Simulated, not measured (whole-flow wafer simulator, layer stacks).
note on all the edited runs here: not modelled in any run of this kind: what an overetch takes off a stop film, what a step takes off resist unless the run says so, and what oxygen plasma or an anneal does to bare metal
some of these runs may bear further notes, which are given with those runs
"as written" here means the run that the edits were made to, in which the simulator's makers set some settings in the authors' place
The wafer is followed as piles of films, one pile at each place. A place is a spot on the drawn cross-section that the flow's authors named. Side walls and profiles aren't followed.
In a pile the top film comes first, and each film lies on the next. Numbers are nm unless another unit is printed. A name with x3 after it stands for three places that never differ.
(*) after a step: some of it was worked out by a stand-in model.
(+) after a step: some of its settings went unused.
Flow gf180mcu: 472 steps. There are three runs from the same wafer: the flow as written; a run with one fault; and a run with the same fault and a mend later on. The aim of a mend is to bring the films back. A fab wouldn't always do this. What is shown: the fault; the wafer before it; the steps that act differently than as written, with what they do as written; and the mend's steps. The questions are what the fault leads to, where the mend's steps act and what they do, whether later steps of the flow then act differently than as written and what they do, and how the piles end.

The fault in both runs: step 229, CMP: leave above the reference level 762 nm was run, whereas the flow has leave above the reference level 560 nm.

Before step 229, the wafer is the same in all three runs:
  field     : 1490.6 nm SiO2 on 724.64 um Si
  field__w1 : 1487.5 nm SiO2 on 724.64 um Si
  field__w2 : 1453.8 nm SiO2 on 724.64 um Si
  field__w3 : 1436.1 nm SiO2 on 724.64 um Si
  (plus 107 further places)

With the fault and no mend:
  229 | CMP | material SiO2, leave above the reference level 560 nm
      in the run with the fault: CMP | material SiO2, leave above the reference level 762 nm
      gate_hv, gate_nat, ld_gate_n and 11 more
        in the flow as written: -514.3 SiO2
        in the run with the fault: -312.3 SiO2
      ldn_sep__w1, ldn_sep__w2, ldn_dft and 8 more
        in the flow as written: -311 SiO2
        in the run with the fault: -109 SiO2
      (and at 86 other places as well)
  Steps further on in the flow that do not act as written:
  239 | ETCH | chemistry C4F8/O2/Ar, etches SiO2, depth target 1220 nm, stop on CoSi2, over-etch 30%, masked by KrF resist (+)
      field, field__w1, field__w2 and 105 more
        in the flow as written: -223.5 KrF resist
        in the run with the fault: -244 KrF resist
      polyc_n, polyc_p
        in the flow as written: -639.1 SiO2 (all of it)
        in the run with the fault: -841.1 SiO2 (all of it)
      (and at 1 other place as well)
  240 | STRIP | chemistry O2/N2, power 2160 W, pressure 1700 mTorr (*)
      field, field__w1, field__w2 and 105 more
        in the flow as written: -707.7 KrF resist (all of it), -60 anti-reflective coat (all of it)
        in the run with the fault: -687.2 KrF resist (all of it), -60 anti-reflective coat (all of it)
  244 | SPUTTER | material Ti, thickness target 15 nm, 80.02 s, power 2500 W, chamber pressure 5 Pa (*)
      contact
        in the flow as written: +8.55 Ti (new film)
        in the run with the fault: +7.6 Ti (new film)
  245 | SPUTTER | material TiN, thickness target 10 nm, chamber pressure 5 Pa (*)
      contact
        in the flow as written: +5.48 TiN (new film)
        in the run with the fault: +4.89 TiN (new film)
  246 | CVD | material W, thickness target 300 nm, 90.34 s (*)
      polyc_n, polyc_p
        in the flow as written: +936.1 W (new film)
        in the run with the fault: +1138.1 W (new film)
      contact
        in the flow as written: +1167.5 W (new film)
        in the run with the fault: +1371 W (new film)
  By the end, the piles at field, field__w1, field__w2 and 109 more depart from the flow's by more than 2% or 0.5 nm, whichever is larger.
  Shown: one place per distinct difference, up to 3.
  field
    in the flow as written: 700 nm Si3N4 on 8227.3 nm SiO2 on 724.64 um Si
    in the run with the fault: 700 nm Si3N4 on 8429.3 nm SiO2 on 724.64 um Si
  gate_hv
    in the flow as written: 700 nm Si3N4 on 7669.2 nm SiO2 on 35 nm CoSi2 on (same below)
    in the run with the fault: 700 nm Si3N4 on 7871.2 nm SiO2 on 35 nm CoSi2 on (same below)
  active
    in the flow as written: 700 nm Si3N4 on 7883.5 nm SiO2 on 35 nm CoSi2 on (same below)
    in the run with the fault: 700 nm Si3N4 on 8085.5 nm SiO2 on 35 nm CoSi2 on (same below)

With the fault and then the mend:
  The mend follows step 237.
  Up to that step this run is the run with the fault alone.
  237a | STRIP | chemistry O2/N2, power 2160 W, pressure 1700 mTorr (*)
      field, field__w1, field__w2 and 105 more
        -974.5 KrF resist (all of it), -60 anti-reflective coat (all of it)
      contact, polyc_n, polyc_p
        -60 anti-reflective coat (all of it)
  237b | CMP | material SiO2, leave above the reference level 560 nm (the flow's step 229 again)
      field, field__w1, field__w2 and 108 more
        -202 SiO2
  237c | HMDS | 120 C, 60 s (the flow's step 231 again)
      does not change any film at any place that is followed
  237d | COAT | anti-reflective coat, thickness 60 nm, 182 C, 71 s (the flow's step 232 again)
      field, field__w1, field__w2 and 108 more
        +60 anti-reflective coat (new film)
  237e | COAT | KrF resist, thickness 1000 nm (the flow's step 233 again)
      field, field__w1, field__w2 and 108 more
        +1000 KrF resist (new film)
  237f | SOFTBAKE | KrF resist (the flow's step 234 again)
      does not change any film at any place that is followed
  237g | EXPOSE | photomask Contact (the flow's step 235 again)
      does not change any film at any place that is followed
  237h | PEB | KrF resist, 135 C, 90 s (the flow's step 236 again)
      field, field__w1, field__w2 and 108 more
        -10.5 KrF resist
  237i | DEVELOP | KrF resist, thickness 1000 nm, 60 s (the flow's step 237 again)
      field, field__w1, field__w2 and 105 more
        -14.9 KrF resist
      contact, polyc_n, polyc_p
        -989.5 KrF resist (all of it)
  Later steps of the flow that are run all act as written at every place that is followed.
  By the end, the piles equal the flow's at every place that both follow.
